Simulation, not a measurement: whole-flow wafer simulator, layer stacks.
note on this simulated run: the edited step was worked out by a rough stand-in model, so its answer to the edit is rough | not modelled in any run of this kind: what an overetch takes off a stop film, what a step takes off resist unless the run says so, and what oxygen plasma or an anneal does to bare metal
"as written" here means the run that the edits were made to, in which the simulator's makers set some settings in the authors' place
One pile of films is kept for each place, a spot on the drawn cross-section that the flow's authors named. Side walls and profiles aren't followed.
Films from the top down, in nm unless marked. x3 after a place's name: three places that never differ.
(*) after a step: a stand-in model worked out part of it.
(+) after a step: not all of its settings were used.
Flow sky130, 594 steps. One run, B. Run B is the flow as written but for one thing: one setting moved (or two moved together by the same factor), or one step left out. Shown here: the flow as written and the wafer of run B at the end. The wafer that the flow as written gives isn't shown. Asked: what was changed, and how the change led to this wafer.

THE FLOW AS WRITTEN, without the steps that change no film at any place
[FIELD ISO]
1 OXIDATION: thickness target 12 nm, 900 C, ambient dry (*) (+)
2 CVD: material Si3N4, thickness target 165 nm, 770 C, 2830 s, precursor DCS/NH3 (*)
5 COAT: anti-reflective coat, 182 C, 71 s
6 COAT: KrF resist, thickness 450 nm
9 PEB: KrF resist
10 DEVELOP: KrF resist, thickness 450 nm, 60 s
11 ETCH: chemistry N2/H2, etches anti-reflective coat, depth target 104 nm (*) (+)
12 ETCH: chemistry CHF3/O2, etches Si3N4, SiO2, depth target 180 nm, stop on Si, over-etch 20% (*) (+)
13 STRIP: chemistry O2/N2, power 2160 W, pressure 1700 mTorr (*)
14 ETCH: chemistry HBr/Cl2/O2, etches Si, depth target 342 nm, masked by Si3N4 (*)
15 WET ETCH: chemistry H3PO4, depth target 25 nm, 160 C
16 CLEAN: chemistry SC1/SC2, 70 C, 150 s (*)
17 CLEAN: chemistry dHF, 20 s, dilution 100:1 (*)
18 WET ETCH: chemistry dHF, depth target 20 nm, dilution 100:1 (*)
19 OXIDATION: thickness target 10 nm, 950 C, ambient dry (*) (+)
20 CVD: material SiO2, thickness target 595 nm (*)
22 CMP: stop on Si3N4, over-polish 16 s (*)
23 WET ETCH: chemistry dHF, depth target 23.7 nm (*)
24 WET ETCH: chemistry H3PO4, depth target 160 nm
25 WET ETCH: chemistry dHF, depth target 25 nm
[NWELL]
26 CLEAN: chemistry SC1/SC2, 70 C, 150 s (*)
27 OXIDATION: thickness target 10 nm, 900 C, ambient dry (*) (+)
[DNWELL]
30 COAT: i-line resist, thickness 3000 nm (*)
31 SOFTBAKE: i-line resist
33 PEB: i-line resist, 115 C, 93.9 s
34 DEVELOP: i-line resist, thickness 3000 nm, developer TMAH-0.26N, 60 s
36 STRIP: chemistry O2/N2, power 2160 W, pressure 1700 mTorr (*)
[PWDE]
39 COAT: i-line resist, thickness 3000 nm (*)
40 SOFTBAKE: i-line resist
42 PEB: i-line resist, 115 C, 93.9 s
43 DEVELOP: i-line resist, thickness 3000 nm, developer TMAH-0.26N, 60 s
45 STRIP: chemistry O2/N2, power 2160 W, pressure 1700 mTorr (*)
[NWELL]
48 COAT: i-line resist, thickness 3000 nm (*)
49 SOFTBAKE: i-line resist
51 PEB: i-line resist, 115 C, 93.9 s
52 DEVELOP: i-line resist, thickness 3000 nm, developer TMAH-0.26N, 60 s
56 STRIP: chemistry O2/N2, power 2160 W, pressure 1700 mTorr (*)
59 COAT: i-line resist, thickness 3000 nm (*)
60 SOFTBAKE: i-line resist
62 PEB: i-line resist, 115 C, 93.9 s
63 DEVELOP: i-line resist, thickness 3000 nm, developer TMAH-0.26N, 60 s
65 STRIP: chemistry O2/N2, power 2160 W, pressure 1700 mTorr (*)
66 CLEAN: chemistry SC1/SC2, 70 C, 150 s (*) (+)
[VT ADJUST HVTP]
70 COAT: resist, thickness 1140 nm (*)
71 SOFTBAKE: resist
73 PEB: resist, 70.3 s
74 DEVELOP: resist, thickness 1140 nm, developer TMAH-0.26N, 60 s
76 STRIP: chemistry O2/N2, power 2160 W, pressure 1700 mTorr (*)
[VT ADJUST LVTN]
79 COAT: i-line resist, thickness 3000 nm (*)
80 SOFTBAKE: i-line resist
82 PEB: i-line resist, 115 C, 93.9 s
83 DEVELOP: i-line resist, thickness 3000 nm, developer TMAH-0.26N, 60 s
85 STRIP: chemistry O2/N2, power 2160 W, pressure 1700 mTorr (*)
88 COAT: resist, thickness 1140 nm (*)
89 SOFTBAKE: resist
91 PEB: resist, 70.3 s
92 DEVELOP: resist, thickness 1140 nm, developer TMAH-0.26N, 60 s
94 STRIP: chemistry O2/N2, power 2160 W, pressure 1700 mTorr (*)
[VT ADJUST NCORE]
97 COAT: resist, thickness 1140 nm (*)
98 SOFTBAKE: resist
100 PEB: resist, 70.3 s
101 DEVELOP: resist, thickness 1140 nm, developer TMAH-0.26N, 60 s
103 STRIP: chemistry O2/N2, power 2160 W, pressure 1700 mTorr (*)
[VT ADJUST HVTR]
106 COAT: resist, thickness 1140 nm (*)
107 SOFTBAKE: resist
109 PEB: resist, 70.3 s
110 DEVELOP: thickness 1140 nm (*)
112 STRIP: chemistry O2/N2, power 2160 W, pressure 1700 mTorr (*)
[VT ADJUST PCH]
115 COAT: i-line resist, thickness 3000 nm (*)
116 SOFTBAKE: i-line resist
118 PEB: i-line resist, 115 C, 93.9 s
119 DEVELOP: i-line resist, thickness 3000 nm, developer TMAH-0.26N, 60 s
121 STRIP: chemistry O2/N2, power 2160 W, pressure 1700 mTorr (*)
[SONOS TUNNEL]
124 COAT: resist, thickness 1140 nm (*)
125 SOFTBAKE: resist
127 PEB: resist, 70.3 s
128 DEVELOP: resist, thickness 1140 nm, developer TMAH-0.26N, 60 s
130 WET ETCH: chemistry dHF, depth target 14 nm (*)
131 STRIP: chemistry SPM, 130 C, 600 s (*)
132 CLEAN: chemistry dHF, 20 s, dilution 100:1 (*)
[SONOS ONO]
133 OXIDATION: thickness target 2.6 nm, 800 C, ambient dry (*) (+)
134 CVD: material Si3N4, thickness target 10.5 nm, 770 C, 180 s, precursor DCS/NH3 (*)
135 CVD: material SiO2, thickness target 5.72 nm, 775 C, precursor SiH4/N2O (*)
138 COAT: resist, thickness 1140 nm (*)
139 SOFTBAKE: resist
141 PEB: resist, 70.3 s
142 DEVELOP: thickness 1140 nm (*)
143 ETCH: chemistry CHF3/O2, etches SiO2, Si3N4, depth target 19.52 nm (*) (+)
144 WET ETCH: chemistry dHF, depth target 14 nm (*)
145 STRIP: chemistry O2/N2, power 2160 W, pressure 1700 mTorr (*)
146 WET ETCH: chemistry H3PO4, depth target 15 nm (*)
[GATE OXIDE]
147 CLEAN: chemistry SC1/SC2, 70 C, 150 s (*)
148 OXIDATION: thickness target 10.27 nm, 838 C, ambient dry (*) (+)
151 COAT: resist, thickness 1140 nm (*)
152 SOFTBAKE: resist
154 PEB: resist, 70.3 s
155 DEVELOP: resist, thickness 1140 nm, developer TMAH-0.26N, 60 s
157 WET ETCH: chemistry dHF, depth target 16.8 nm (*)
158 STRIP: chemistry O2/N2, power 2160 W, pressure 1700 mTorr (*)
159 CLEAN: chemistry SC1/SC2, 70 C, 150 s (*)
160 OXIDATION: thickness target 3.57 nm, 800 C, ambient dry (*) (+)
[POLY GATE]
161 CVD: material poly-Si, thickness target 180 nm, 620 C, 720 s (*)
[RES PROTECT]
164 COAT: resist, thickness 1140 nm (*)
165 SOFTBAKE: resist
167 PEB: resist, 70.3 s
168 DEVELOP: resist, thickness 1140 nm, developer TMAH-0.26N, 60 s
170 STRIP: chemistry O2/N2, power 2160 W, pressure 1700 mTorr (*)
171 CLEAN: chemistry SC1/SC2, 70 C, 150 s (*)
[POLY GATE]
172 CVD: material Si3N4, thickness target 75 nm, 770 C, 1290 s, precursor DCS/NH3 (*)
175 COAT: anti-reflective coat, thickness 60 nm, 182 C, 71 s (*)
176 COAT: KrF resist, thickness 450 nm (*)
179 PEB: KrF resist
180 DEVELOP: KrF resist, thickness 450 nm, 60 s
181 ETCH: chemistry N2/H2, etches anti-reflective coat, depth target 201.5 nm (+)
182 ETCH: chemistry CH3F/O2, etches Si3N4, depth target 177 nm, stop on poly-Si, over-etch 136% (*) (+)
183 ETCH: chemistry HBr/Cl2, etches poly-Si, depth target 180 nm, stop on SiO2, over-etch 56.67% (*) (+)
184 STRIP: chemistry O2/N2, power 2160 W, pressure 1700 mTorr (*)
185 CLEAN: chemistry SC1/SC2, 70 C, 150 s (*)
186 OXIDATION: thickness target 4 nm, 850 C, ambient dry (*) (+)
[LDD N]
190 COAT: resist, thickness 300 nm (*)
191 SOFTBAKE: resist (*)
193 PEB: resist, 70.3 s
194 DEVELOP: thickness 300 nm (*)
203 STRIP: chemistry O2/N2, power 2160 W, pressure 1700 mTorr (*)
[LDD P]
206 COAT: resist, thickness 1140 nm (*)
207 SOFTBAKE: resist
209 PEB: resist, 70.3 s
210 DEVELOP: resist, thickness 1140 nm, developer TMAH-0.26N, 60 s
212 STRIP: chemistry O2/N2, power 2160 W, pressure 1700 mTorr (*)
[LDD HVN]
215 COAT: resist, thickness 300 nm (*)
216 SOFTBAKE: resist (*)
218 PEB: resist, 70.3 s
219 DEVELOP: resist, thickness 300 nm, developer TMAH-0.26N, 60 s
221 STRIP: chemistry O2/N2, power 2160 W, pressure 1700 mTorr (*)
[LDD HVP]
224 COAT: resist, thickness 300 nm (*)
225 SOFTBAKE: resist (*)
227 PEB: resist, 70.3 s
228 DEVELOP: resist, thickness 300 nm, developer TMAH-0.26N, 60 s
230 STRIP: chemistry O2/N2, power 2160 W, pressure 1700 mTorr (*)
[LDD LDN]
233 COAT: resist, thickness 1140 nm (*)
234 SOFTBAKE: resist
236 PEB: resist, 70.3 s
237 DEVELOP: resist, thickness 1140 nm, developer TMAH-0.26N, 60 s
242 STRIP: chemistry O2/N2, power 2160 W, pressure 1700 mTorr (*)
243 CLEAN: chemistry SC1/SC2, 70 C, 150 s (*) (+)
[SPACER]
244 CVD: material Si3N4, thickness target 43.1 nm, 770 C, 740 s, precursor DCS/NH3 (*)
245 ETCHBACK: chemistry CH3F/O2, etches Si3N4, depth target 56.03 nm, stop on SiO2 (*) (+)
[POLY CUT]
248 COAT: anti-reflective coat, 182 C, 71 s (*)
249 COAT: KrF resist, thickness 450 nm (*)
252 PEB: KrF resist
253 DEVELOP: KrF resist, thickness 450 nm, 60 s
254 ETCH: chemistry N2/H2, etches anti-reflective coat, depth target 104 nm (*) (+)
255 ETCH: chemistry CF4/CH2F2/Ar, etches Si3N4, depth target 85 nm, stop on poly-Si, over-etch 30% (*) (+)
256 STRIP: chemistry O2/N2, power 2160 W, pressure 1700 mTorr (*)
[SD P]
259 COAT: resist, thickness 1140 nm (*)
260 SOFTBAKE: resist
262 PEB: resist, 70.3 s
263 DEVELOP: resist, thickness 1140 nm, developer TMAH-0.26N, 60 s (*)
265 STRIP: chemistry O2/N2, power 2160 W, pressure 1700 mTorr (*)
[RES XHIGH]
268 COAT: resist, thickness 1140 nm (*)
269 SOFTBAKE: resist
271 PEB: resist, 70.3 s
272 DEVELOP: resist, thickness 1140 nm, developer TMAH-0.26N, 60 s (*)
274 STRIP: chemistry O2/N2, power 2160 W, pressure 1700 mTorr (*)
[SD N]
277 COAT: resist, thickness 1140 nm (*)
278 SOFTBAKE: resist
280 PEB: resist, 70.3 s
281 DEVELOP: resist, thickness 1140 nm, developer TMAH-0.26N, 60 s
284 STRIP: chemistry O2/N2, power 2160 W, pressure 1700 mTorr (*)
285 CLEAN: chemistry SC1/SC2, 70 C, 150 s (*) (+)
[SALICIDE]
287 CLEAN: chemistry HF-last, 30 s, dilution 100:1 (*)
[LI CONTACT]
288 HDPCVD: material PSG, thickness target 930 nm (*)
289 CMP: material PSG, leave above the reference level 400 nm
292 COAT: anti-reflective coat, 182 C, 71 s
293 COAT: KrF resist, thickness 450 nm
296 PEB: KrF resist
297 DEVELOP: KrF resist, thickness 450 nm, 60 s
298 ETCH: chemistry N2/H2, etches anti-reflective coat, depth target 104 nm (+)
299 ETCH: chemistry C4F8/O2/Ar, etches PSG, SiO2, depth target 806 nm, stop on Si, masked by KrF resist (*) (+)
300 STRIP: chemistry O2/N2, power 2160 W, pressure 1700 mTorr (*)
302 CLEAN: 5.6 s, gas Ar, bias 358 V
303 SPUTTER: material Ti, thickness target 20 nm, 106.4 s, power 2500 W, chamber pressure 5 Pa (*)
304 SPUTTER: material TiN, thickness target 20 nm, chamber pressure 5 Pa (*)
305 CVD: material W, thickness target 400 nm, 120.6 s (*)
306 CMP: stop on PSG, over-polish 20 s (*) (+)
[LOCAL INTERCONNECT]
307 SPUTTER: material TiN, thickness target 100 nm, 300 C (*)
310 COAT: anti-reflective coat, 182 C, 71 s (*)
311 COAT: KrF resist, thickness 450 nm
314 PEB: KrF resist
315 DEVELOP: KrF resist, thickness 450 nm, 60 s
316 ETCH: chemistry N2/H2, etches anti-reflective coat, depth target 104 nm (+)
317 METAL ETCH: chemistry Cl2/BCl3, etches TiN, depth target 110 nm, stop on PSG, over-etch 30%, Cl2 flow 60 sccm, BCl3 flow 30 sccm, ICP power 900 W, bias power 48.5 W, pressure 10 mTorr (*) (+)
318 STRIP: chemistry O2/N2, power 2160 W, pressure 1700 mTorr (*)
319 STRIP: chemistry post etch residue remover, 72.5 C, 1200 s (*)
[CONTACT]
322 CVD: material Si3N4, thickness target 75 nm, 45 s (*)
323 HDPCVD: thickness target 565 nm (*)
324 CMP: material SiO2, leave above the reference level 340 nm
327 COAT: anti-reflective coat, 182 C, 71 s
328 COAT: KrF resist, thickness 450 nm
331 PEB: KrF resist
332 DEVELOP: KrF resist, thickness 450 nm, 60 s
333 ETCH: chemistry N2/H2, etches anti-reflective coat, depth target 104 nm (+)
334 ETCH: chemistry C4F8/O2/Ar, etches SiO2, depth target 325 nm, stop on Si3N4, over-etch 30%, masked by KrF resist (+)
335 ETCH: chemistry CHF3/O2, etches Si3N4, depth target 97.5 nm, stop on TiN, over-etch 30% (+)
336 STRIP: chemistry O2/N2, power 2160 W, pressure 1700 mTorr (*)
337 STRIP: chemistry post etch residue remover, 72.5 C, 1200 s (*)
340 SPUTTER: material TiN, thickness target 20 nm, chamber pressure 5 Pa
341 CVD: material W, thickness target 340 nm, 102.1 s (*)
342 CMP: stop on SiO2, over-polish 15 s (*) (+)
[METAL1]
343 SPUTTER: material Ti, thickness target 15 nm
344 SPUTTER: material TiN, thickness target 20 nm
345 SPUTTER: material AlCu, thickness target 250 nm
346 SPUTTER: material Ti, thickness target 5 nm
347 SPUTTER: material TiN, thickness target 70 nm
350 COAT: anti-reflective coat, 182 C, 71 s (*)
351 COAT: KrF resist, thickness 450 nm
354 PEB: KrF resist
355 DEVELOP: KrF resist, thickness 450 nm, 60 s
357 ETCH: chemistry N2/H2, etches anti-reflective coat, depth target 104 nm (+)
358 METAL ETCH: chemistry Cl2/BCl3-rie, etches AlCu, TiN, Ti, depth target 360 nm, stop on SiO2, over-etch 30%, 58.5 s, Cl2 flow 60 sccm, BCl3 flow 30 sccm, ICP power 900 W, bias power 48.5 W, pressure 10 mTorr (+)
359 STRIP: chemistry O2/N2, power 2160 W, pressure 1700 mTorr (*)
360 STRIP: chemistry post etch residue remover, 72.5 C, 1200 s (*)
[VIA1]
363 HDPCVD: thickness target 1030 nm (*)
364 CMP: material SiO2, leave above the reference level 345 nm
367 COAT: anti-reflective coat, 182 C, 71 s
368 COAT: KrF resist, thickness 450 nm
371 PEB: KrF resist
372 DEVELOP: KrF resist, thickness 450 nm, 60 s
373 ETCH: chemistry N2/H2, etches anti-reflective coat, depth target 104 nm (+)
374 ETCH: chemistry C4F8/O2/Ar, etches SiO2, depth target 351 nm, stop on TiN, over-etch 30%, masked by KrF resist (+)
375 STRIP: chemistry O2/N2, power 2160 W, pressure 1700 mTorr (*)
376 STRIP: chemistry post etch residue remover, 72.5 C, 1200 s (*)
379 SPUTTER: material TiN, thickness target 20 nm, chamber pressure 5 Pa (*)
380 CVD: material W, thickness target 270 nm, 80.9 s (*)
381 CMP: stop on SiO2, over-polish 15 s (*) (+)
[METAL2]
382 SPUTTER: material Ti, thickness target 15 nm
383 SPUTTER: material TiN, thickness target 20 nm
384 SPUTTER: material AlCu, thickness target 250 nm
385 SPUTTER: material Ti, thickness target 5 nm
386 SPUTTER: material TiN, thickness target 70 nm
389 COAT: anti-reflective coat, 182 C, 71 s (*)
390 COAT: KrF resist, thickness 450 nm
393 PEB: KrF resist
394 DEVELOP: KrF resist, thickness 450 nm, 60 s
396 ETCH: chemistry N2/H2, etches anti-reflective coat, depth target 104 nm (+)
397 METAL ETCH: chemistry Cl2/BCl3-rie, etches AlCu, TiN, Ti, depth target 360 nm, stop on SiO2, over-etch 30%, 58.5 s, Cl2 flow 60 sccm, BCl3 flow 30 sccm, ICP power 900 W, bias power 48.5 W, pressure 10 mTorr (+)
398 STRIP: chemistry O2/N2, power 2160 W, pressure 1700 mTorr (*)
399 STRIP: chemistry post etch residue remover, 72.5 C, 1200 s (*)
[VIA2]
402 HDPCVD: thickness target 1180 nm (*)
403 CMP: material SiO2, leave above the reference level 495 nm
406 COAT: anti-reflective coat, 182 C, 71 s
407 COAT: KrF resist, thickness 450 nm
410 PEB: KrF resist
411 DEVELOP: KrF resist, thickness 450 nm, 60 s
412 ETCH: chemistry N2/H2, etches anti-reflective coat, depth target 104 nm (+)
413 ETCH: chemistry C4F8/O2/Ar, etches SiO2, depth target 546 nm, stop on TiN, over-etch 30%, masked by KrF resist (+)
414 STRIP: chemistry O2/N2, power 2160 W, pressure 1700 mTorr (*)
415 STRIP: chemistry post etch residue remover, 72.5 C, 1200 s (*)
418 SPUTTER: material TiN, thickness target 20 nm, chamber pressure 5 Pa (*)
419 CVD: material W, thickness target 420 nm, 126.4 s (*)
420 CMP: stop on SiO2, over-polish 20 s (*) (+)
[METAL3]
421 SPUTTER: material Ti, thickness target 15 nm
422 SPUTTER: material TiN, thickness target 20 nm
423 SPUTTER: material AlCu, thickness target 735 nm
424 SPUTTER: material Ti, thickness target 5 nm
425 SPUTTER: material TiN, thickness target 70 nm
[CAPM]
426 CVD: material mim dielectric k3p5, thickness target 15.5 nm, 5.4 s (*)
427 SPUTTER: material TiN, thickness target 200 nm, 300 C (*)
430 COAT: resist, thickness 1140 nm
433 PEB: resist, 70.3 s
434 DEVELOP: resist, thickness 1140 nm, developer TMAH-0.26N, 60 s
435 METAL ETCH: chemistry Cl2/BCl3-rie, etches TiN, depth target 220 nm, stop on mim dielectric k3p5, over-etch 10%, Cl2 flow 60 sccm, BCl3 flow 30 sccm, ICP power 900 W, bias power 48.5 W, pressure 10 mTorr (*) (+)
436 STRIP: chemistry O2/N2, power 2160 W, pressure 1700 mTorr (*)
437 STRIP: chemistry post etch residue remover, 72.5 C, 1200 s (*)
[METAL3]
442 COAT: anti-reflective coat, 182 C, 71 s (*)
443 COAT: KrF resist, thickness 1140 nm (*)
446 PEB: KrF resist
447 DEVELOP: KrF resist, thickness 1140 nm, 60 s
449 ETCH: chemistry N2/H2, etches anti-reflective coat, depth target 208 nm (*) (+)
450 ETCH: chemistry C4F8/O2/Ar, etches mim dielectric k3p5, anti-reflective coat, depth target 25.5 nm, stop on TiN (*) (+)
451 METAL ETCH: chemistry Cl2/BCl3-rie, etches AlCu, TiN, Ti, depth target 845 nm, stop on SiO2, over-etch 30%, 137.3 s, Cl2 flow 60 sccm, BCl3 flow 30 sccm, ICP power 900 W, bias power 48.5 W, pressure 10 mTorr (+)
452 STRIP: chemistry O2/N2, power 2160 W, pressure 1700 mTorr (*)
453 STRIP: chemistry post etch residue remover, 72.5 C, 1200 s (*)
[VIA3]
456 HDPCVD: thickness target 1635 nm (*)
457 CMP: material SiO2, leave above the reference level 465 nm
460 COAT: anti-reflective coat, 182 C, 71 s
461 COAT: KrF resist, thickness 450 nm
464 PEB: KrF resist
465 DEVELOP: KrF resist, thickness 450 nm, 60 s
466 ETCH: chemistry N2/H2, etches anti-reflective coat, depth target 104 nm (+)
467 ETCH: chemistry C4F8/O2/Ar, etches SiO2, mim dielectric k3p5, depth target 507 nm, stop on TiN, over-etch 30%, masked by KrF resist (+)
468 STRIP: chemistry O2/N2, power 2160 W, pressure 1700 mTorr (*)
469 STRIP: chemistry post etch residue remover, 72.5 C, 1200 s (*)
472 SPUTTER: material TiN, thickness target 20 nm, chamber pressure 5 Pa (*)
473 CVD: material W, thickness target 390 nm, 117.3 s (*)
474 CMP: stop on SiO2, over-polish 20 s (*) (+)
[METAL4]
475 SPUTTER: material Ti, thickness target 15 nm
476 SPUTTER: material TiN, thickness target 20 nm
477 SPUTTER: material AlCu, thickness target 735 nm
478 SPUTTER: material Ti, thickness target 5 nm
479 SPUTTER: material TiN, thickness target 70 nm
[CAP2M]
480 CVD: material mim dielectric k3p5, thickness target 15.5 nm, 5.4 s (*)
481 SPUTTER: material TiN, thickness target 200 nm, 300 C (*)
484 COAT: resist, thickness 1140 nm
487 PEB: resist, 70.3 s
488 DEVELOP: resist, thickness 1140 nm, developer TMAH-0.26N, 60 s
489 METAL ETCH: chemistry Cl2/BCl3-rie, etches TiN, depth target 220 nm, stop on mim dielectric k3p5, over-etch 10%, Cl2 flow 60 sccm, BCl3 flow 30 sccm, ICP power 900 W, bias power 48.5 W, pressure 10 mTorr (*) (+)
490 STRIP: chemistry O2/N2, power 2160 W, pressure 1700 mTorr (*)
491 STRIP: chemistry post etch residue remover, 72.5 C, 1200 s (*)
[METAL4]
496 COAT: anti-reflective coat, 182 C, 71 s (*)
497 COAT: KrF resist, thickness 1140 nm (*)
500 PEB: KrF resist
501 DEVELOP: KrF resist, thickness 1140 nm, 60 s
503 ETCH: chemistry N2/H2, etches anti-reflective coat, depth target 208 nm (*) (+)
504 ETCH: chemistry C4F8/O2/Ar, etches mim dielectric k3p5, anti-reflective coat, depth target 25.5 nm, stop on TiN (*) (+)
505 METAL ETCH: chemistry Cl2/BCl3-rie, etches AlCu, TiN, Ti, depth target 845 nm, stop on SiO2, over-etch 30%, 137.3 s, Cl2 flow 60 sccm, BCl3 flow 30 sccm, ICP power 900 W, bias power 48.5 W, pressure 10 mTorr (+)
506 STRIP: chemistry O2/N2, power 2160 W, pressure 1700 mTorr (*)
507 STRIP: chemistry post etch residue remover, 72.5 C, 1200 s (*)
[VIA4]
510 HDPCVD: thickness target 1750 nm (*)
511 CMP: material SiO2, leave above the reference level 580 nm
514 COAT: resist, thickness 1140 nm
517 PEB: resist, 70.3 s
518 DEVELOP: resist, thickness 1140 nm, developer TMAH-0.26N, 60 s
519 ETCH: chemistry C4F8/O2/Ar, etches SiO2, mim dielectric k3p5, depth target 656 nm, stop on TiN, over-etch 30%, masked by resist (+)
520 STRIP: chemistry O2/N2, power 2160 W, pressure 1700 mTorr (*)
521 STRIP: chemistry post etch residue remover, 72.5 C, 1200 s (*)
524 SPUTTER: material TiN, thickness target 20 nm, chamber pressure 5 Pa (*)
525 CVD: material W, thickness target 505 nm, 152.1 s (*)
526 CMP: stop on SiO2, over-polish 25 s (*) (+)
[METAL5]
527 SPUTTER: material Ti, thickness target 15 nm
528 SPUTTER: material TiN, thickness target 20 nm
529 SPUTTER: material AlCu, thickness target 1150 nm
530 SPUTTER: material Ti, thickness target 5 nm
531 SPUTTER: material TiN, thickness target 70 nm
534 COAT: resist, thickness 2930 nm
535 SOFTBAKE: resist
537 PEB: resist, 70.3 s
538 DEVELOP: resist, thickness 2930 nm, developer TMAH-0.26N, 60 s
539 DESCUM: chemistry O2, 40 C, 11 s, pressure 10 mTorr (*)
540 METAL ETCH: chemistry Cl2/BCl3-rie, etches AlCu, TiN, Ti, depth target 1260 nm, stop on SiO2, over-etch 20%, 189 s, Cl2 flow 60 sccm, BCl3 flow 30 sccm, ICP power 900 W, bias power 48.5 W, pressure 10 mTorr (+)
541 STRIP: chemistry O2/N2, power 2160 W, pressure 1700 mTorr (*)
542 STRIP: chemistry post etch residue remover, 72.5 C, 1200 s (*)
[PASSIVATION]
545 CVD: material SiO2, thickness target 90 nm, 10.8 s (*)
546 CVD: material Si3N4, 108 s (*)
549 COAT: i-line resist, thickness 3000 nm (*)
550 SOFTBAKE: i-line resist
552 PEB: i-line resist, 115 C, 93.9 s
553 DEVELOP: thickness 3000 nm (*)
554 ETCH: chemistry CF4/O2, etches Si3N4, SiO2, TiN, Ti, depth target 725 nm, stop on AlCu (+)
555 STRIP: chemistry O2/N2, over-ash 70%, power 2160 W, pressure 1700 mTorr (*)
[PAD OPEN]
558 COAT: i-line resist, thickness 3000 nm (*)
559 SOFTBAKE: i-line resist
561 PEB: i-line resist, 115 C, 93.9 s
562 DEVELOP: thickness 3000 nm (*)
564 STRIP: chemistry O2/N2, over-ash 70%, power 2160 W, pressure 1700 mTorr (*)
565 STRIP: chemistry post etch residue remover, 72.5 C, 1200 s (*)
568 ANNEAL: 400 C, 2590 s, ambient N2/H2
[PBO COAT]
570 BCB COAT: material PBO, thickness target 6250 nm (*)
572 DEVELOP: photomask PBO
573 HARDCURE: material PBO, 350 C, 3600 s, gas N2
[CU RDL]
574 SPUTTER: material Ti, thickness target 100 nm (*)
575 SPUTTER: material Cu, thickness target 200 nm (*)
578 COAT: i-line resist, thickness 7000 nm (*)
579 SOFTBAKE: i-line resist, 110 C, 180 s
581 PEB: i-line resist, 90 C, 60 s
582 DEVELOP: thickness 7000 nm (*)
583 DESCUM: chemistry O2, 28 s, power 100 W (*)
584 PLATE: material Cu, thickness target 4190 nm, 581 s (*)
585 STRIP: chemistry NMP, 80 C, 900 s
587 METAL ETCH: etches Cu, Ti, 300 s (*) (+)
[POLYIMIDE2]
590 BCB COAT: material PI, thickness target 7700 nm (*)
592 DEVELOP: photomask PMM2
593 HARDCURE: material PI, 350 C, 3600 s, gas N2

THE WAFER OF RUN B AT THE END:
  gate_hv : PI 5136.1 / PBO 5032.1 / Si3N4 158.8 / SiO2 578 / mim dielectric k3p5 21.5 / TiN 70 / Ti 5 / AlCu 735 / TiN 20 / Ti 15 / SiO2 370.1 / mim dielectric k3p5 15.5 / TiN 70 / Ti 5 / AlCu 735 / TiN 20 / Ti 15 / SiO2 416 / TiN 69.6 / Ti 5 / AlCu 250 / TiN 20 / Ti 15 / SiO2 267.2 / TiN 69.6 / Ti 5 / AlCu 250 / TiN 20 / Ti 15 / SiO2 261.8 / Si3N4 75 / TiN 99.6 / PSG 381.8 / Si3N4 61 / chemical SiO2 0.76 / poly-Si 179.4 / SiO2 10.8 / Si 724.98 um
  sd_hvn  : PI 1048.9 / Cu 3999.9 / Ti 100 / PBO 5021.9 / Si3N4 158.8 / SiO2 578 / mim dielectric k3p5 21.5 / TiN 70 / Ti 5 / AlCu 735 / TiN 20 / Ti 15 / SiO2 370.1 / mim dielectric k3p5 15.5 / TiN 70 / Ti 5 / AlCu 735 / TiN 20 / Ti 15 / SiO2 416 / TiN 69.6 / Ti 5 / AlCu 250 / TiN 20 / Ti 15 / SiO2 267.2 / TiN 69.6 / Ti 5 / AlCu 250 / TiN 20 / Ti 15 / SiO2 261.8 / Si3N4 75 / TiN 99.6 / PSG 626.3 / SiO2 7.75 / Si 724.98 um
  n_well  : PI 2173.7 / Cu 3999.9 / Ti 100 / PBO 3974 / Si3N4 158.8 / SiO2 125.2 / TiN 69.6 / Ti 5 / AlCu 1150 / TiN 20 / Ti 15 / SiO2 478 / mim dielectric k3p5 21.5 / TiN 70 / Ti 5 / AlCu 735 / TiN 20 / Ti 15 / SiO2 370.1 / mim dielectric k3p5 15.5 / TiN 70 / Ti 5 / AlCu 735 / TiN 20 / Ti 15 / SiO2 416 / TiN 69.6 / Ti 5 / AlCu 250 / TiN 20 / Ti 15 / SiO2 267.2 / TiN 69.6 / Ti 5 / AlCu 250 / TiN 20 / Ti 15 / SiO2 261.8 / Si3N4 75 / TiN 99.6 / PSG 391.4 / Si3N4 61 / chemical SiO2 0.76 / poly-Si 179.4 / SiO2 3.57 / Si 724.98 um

The cause: step 480, CVD: thickness target 21.5 nm was run, where the flow has thickness target 15.5 nm; step 480, CVD: 7.51 s was run, where the flow has 5.4 s.
It can be read off the wafer: gate_hv has mim dielectric k3p5 21.5, and step 480 as written asks for 15.5 nm.

How the change led to this, step by step:
  480 CVD: material mim dielectric k3p5, thickness target 15.5 nm, 5.4 s (*)
      field, active, n_well and 189 more: mim dielectric k3p5 +21.5 (new film) (as written it would be: mim dielectric k3p5 +15.5 (new film))
  504 ETCH: chemistry C4F8/O2/Ar, etches mim dielectric k3p5, anti-reflective coat, depth target 25.5 nm, stop on TiN (*) (+)
      n_well, p_well, gate_hv and 102 more: KrF resist -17 (as written it would be: KrF resist -15.5)
      field, active, gate and 85 more: mim dielectric k3p5 -21.5 (all of it) (as written it would be: mim dielectric k3p5 -15.5 (all of it))
  519 ETCH: chemistry C4F8/O2/Ar, etches SiO2, mim dielectric k3p5, depth target 656 nm, stop on TiN, over-etch 30%, masked by resist (+)
      m1: SiO2 -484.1 (all of it), mim dielectric k3p5 -21.5 (all of it) (as written it would be: SiO2 -490.1 (all of it), mim dielectric k3p5 -15.5 (all of it))
      via4_hole: SiO2 -483.5 (all of it), mim dielectric k3p5 -21.5 (all of it) (as written it would be: SiO2 -489.5 (all of it), mim dielectric k3p5 -15.5 (all of it))
